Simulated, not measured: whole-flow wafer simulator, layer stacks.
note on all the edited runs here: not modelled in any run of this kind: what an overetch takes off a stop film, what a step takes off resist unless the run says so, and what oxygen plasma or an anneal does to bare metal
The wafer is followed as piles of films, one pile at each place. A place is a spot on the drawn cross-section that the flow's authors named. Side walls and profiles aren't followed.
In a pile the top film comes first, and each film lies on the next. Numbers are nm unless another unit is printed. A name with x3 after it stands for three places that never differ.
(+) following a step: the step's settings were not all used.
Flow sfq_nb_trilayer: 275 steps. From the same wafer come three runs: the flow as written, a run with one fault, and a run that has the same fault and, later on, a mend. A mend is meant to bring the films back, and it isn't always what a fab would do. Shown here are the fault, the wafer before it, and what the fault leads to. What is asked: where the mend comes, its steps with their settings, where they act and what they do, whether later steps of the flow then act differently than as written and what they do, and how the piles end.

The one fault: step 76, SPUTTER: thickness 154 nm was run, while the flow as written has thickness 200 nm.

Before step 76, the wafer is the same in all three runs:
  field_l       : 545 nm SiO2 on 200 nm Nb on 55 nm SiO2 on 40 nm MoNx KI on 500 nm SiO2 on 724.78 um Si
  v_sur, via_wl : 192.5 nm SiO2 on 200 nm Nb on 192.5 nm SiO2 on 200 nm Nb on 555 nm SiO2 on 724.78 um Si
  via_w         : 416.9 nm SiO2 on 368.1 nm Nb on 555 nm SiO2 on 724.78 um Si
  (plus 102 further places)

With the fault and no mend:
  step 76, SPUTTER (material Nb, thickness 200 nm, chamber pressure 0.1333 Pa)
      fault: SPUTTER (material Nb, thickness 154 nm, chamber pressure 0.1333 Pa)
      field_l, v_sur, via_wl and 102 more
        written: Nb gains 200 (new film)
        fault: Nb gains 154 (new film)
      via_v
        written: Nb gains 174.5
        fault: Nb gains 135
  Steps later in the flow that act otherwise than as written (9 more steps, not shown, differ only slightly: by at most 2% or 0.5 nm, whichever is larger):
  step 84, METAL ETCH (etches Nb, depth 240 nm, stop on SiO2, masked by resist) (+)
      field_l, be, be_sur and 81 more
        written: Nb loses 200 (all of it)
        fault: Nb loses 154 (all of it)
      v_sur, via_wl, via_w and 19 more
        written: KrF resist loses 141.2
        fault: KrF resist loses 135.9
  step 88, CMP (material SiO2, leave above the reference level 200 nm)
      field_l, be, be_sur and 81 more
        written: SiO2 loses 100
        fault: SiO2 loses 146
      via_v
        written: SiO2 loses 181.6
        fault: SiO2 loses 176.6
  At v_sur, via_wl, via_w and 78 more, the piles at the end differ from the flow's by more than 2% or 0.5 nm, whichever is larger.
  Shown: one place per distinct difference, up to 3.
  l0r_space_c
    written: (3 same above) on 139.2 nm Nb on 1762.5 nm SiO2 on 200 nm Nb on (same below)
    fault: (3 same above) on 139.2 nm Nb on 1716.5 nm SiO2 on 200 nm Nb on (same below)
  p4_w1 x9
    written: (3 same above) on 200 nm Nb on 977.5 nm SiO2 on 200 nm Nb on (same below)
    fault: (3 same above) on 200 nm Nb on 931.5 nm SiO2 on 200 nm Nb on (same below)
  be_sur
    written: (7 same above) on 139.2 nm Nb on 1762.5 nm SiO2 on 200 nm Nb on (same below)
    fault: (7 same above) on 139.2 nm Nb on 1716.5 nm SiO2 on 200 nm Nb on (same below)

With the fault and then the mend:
  The mend follows step 76.
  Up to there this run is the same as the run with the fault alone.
  step 76a, SPUTTER (material Nb, thickness 46 nm, chamber pressure 0.1333 Pa) (the flow's step 76, run once more with other settings)
      field_l, v_sur, via_wl and 102 more
        Nb gains 46
      via_v
        Nb gains 36.2
  Every later step of the flow that is run acts as written, at every place that is followed, to within 2% or 0.5 nm, whichever is larger.
  At the end the piles are close to the flow's at the places that both follow, differing by at most 2% or 0.5 nm, whichever is larger.
